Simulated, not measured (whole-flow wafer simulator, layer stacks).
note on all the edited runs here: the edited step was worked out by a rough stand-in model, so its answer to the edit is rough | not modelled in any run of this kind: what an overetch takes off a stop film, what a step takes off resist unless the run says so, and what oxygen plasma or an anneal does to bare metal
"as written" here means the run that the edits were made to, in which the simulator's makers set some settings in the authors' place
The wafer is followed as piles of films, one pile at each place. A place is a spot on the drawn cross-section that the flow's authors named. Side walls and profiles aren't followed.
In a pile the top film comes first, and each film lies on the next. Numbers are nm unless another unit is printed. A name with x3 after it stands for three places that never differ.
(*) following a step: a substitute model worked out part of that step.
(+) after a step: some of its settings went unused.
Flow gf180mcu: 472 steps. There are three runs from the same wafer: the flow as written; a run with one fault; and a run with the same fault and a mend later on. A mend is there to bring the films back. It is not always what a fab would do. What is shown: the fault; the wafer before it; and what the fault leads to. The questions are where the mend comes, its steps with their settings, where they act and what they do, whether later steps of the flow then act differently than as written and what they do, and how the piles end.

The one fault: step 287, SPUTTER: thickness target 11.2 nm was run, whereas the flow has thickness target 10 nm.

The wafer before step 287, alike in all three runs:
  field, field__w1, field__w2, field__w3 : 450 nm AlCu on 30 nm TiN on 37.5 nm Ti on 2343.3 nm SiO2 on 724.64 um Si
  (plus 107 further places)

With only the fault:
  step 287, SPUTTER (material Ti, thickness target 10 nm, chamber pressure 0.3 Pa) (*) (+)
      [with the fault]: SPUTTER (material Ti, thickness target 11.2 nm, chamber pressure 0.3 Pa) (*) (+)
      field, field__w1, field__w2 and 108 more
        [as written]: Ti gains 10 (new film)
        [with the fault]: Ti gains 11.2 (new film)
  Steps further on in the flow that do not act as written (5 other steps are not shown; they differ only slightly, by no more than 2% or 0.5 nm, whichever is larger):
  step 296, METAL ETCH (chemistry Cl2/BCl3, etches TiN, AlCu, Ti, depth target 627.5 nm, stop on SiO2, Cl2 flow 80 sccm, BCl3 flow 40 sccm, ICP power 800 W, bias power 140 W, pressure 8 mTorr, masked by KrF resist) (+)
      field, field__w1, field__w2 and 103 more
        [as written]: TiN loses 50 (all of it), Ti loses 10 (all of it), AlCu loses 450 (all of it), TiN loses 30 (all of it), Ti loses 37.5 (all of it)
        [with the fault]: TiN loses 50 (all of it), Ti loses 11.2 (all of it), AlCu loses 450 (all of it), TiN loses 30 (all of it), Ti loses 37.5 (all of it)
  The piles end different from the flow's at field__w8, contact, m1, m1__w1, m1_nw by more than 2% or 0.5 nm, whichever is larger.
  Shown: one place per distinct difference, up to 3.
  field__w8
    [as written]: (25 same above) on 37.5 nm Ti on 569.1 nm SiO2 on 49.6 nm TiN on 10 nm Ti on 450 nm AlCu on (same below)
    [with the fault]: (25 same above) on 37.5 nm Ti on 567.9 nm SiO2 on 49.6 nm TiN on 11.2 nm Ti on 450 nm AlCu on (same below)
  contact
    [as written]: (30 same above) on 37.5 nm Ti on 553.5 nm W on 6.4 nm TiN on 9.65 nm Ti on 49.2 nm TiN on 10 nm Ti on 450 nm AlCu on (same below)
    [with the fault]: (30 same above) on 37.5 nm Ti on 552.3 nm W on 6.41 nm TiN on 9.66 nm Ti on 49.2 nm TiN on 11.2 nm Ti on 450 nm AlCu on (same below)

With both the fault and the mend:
  The mend stands after step 287.
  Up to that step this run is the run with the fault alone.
  step 287a, METAL ETCH (chemistry Cl2/BCl3, etches TiN, AlCu, Ti, depth target 1.2 nm, Cl2 flow 80 sccm, BCl3 flow 40 sccm, ICP power 800 W, bias power 140 W, pressure 8 mTorr) (the flow's step 260, run once more with other settings)
      field, field__w1, field__w2 and 108 more
        Ti loses 1.2
  Later steps of the flow that are run all act as written at every place that is followed.
  At every place that both follow, the piles at the end match the flow's.
